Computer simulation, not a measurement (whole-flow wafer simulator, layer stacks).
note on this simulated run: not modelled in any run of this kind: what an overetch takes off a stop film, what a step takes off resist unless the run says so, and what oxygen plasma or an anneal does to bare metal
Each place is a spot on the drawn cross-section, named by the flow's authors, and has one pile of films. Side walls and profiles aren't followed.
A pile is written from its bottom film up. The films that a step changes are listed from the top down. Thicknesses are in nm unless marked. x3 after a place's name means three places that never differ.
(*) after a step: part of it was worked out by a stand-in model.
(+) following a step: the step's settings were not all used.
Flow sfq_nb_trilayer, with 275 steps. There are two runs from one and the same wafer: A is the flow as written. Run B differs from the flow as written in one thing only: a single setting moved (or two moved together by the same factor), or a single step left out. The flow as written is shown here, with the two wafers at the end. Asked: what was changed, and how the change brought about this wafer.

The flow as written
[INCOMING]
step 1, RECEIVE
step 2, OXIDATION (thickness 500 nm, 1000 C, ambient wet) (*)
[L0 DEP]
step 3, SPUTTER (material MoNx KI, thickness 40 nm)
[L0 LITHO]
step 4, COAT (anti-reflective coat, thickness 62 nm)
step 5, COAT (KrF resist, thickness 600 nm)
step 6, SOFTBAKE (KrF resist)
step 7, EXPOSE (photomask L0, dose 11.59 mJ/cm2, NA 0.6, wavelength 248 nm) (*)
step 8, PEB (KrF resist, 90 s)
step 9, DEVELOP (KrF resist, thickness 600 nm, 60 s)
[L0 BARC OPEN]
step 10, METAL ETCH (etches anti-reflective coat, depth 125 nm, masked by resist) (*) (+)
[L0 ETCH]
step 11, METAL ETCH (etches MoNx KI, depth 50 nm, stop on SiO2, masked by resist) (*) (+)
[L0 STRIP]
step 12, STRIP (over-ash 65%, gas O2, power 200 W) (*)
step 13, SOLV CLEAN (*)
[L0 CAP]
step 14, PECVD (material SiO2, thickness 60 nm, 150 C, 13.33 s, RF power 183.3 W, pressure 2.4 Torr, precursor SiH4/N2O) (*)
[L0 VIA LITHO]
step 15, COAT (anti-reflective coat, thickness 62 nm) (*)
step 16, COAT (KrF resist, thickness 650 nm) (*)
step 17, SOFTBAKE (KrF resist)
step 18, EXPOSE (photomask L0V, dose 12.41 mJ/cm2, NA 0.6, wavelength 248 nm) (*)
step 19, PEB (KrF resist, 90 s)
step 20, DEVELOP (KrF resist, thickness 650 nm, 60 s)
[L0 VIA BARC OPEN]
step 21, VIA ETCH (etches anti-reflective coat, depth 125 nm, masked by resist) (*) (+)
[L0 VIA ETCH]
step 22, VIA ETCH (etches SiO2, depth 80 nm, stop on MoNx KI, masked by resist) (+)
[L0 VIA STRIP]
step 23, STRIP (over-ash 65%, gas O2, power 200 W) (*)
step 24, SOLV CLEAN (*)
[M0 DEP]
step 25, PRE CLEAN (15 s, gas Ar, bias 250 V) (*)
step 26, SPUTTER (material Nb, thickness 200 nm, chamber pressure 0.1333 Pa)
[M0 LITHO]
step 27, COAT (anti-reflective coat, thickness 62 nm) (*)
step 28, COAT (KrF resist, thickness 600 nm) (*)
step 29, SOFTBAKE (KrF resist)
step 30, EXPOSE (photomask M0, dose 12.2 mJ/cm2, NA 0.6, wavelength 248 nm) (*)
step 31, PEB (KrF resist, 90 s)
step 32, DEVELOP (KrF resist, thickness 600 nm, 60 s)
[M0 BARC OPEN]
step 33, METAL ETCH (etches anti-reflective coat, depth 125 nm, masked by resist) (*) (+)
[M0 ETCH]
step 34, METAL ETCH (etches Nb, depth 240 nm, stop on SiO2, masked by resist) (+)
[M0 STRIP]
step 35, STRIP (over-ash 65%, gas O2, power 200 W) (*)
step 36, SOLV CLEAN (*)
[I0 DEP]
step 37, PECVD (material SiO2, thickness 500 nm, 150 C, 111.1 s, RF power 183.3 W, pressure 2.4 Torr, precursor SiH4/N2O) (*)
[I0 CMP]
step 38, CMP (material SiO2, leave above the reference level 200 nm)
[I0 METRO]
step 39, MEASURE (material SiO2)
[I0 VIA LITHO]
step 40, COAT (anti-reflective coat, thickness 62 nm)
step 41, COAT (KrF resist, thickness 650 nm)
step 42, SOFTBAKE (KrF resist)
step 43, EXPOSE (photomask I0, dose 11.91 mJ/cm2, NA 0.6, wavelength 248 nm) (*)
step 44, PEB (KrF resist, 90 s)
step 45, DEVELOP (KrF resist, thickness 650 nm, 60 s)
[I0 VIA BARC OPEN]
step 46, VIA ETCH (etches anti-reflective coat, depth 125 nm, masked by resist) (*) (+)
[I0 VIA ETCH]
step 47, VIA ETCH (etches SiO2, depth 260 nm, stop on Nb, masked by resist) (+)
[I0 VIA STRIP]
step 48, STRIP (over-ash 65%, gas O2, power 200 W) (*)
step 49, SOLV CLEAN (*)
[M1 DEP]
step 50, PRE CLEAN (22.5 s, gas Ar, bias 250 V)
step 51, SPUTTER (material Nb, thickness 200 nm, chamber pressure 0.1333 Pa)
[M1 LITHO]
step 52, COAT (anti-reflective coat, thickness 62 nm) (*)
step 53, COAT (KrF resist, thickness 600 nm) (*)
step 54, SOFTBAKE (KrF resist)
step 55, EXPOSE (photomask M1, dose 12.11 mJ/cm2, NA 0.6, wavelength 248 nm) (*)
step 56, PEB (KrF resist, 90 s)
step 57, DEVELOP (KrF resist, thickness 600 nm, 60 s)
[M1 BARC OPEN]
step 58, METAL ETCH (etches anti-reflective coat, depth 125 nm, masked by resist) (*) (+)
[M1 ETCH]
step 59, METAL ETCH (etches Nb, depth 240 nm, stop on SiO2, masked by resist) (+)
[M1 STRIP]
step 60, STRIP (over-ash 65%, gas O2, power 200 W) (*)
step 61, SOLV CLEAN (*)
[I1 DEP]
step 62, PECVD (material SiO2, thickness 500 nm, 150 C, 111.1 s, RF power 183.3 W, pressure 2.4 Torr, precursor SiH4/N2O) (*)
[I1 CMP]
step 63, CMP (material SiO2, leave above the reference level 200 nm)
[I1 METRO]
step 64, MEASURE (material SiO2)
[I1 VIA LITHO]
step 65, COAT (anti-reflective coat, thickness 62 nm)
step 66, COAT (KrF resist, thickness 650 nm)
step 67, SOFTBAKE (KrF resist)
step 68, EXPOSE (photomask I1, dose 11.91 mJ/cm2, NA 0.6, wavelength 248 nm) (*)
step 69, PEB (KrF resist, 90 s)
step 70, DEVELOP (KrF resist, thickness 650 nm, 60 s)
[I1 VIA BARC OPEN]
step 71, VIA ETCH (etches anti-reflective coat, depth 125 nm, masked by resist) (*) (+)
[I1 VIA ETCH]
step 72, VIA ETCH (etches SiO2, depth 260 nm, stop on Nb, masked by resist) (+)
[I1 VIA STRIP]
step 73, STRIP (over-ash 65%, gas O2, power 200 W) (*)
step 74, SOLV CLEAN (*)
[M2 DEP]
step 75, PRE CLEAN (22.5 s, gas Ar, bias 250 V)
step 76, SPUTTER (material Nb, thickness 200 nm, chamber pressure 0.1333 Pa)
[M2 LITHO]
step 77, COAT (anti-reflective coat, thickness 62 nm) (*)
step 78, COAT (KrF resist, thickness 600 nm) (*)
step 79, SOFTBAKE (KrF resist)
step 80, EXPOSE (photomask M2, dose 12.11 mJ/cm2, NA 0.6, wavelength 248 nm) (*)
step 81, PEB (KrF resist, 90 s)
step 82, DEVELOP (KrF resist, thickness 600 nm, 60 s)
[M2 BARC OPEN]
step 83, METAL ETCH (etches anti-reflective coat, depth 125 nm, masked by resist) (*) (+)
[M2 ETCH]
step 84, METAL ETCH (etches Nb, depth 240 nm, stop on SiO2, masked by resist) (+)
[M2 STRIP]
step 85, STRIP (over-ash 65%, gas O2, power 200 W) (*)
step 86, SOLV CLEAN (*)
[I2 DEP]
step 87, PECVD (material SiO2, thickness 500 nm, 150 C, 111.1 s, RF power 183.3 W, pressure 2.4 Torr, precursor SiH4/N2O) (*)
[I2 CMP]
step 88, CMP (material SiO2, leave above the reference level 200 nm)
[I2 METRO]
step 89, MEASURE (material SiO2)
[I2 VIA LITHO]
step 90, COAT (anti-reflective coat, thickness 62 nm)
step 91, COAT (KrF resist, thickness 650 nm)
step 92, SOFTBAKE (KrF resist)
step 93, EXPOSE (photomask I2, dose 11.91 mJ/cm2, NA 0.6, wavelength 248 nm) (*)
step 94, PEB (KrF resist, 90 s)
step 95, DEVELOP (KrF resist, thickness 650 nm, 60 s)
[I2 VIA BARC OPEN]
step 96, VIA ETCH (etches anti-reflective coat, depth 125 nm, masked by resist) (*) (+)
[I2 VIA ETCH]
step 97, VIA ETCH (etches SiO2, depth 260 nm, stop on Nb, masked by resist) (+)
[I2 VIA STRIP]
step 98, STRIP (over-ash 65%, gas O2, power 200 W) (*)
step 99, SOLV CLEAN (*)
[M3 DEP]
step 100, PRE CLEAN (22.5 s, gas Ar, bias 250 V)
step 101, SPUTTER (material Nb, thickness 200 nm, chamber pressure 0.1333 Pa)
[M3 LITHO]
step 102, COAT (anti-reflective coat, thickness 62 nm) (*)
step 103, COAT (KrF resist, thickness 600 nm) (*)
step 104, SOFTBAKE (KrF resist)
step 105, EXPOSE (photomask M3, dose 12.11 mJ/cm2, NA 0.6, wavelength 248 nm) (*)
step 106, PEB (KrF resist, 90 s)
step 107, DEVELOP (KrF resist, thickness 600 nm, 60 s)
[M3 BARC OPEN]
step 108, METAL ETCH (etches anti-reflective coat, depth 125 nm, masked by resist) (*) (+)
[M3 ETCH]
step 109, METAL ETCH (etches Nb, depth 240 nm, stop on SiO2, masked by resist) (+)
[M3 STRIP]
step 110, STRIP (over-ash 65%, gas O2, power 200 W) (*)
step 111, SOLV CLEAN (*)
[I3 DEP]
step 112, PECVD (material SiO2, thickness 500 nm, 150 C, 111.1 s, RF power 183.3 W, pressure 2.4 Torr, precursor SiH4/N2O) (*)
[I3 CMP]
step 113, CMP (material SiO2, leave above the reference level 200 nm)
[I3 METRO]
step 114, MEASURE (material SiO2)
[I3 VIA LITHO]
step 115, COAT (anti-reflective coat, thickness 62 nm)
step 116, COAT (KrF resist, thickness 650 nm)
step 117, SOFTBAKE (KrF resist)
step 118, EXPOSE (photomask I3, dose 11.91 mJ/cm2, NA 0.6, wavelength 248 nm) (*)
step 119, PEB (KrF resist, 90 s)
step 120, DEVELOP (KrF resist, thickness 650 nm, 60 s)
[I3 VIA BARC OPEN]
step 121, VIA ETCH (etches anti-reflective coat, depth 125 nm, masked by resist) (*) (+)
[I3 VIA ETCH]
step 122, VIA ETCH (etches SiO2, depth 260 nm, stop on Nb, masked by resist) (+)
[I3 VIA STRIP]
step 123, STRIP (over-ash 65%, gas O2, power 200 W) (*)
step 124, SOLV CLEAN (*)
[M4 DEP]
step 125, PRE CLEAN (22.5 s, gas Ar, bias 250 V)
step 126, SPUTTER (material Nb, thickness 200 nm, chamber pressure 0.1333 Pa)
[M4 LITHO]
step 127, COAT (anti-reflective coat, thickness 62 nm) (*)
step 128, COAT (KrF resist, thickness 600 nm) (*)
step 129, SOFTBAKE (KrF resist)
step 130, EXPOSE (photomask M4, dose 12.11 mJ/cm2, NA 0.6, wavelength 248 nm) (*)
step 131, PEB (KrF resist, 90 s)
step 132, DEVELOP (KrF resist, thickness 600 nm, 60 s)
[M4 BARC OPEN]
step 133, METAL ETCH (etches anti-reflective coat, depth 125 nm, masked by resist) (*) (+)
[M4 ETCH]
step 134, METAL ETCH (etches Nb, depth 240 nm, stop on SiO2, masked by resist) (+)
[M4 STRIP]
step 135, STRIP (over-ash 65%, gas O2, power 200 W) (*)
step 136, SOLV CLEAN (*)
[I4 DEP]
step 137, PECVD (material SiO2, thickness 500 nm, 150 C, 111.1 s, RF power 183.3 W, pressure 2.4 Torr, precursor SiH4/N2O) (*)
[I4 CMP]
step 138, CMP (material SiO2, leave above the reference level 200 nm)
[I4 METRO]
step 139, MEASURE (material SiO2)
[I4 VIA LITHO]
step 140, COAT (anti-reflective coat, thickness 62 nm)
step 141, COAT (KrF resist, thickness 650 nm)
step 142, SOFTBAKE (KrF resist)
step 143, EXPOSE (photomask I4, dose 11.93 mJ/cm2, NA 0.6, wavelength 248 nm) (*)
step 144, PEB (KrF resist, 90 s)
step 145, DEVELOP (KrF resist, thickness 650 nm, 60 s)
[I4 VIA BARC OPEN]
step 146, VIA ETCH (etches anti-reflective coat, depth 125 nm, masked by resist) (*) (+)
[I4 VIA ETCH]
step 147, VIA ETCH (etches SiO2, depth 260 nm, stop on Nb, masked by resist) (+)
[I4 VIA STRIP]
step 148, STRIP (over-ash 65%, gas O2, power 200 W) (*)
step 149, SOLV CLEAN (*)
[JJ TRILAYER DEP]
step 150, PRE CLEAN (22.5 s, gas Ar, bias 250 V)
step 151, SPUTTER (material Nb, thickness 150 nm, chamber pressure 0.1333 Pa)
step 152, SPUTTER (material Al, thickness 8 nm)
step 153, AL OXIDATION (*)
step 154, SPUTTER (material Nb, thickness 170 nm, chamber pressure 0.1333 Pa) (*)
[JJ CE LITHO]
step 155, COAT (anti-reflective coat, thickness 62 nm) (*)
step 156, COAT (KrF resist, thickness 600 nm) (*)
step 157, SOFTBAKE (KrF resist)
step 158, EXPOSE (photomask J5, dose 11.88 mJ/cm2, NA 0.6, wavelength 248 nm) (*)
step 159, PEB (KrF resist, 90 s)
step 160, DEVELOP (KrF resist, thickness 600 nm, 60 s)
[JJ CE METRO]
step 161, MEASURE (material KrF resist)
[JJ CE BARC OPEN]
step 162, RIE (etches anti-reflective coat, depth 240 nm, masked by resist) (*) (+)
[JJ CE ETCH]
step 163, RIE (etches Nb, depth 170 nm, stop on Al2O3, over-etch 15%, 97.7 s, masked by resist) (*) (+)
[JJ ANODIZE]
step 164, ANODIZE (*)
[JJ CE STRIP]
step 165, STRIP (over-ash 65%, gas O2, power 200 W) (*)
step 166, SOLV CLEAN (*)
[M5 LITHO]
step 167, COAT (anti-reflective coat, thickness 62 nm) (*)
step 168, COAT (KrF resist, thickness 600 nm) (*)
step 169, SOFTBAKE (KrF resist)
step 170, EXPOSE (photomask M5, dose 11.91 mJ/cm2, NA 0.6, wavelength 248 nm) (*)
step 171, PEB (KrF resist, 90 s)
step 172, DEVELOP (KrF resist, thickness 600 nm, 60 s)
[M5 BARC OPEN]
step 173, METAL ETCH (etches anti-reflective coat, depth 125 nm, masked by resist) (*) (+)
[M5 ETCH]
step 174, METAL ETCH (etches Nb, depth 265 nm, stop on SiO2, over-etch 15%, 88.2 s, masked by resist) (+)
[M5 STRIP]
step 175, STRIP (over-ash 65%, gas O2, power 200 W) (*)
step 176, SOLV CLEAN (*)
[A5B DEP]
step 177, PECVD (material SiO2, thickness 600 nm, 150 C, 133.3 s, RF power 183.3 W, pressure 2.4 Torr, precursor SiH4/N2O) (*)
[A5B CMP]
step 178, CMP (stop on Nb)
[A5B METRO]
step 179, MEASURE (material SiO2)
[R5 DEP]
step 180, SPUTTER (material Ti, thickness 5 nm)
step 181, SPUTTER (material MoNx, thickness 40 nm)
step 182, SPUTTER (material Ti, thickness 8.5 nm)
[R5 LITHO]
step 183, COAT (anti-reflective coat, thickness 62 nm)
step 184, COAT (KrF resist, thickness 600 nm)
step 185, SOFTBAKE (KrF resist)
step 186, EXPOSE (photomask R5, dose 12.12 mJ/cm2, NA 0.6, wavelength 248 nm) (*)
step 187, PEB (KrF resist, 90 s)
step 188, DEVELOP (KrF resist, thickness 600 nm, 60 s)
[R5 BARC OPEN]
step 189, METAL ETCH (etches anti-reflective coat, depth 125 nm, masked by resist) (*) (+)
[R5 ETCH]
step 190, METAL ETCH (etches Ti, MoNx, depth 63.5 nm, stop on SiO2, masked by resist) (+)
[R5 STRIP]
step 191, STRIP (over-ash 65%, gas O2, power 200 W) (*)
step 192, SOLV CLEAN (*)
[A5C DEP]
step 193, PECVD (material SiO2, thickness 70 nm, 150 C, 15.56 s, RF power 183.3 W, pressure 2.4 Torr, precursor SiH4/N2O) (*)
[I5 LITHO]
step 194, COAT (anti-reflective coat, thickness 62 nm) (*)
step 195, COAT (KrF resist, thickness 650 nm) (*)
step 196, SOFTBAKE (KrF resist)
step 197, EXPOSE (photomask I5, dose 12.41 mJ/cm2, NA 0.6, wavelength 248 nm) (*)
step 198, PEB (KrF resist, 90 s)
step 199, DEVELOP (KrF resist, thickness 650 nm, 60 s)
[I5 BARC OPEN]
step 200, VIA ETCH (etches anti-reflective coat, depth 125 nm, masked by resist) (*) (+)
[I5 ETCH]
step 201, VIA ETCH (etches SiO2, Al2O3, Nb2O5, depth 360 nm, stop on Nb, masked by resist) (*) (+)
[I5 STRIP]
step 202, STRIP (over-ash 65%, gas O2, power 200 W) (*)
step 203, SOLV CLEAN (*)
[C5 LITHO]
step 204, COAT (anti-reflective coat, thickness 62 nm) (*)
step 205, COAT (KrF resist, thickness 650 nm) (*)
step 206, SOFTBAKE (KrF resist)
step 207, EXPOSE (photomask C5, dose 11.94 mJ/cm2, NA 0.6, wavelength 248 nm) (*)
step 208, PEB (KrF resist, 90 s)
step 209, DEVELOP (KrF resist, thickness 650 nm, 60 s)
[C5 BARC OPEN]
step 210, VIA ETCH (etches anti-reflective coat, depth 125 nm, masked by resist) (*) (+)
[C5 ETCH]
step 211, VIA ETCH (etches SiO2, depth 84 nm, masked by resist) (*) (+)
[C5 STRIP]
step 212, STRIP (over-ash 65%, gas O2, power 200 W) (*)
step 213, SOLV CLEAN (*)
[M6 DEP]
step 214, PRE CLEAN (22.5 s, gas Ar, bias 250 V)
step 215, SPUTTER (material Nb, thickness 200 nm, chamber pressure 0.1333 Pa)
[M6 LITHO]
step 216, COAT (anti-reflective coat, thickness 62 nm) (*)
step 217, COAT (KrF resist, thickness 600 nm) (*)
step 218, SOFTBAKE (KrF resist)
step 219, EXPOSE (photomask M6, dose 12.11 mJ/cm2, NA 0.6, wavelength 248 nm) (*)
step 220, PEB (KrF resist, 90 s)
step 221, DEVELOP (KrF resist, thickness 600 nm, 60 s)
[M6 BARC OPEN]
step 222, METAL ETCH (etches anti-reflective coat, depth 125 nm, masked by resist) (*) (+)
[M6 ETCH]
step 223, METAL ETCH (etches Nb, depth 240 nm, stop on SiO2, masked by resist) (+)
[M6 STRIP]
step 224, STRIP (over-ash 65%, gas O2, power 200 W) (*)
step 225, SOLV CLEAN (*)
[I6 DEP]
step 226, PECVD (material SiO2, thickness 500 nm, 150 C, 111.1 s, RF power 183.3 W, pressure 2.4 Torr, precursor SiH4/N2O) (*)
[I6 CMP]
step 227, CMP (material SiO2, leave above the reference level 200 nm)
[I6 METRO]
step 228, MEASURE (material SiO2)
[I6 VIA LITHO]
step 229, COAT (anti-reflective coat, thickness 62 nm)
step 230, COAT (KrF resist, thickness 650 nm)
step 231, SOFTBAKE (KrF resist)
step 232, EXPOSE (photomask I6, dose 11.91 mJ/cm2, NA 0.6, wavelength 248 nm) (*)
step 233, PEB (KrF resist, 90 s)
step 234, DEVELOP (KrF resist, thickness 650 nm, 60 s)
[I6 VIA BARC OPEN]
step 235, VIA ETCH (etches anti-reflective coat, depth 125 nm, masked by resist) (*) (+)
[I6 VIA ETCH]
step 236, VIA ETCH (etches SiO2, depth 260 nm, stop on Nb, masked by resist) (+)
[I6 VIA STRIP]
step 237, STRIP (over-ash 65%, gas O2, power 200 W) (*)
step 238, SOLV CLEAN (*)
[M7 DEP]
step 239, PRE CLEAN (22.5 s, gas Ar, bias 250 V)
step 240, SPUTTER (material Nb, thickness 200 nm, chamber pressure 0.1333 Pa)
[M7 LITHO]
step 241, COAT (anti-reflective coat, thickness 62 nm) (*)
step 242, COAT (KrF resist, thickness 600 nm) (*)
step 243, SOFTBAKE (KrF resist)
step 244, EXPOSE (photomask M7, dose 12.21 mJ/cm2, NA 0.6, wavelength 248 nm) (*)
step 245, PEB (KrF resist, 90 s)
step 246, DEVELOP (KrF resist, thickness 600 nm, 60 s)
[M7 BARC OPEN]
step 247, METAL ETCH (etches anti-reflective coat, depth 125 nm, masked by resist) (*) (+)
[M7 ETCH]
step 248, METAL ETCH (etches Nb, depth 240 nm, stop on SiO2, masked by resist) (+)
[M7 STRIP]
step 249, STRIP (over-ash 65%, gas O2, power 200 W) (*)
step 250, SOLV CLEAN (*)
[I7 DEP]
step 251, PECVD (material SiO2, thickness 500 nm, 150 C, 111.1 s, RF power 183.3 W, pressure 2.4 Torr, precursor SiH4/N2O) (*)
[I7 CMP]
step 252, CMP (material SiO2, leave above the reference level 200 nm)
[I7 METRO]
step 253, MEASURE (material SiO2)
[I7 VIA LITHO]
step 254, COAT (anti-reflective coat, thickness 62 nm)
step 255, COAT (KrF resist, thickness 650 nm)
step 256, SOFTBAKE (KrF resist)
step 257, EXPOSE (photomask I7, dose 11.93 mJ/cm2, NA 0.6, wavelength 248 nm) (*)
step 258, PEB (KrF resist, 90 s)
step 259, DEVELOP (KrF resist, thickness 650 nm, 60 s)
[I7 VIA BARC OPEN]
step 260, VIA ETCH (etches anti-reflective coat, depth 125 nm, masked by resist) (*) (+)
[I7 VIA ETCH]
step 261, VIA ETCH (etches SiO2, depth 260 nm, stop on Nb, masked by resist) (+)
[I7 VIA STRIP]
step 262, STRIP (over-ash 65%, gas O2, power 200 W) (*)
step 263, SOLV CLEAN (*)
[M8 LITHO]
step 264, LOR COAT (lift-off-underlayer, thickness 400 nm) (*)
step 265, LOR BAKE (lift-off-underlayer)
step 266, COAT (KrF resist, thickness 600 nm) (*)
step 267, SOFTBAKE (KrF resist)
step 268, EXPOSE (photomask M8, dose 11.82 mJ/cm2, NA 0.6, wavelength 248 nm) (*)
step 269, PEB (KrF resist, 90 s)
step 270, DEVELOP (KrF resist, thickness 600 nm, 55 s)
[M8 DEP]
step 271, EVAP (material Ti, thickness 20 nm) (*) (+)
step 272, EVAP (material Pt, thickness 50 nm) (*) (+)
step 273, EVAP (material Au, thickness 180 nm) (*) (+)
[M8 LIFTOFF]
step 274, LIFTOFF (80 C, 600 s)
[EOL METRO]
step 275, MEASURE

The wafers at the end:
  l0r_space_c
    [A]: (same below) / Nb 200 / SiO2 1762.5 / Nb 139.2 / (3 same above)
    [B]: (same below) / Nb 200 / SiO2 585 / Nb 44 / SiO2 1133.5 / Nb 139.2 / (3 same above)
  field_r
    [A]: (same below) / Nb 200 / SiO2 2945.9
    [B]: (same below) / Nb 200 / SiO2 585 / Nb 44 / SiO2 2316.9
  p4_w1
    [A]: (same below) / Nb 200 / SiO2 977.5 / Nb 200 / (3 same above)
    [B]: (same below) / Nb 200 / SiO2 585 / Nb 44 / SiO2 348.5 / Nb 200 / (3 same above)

The reason: step 84, METAL ETCH: depth 156 nm was run, though the flow has depth 240 nm.

The path from the change to this, step by step:
  step 84, METAL ETCH (etches Nb, depth 240 nm, stop on SiO2, masked by resist) (+)
      field_l, be, be_sur and 81 more: A -200 Nb (all of it) | B -156 Nb
      v_sur, via_wl, via_w and 19 more: A -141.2 KrF resist | B -91.8 KrF resist
  step 85, STRIP (over-ash 65%, gas O2, power 200 W) (*)
      wl_j_sl, wl_jj, wl_j_sr and 12 more: A -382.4 KrF resist (all of it), -62 anti-reflective coat (all of it) | B -431.8 KrF resist (all of it), -62 anti-reflective coat (all of it)
      v_sur: A -380 KrF resist (all of it), -61.4 anti-reflective coat (all of it) | B -429.5 KrF resist (all of it), -61.4 anti-reflective coat (all of it)
      (also at 6 further places)
  step 87, PECVD (material SiO2, thickness 500 nm, 150 C, 111.1 s, RF power 183.3 W, pressure 2.4 Torr, precursor SiH4/N2O) (*)
      field_l, be, be_sur and 81 more: A +500 SiO2 | B +500 SiO2 (new film)
  step 88, CMP (material SiO2, leave above the reference level 200 nm)
      field_l, be, be_sur and 81 more: A -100 SiO2 | B -144 SiO2
If metal films that touch count as one body, l0r_space_c has 3 bodies (between them, from the top down: SiO2 1133.5; SiO2 585); the flow as written gives 2 bodies (between them, from the top down: SiO2 1762.5).
If metal films that touch count as one body, field_r has 2 bodies (between them, from the top down: SiO2 585); the flow as written gives 1 body.
If metal films that touch count as one body, p4_w1 has 4 bodies (between them, from the top down: SiO2 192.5; SiO2 348.5; SiO2 585); the flow as written gives 3 bodies (between them, from the top down: SiO2 192.5; SiO2 977.5).
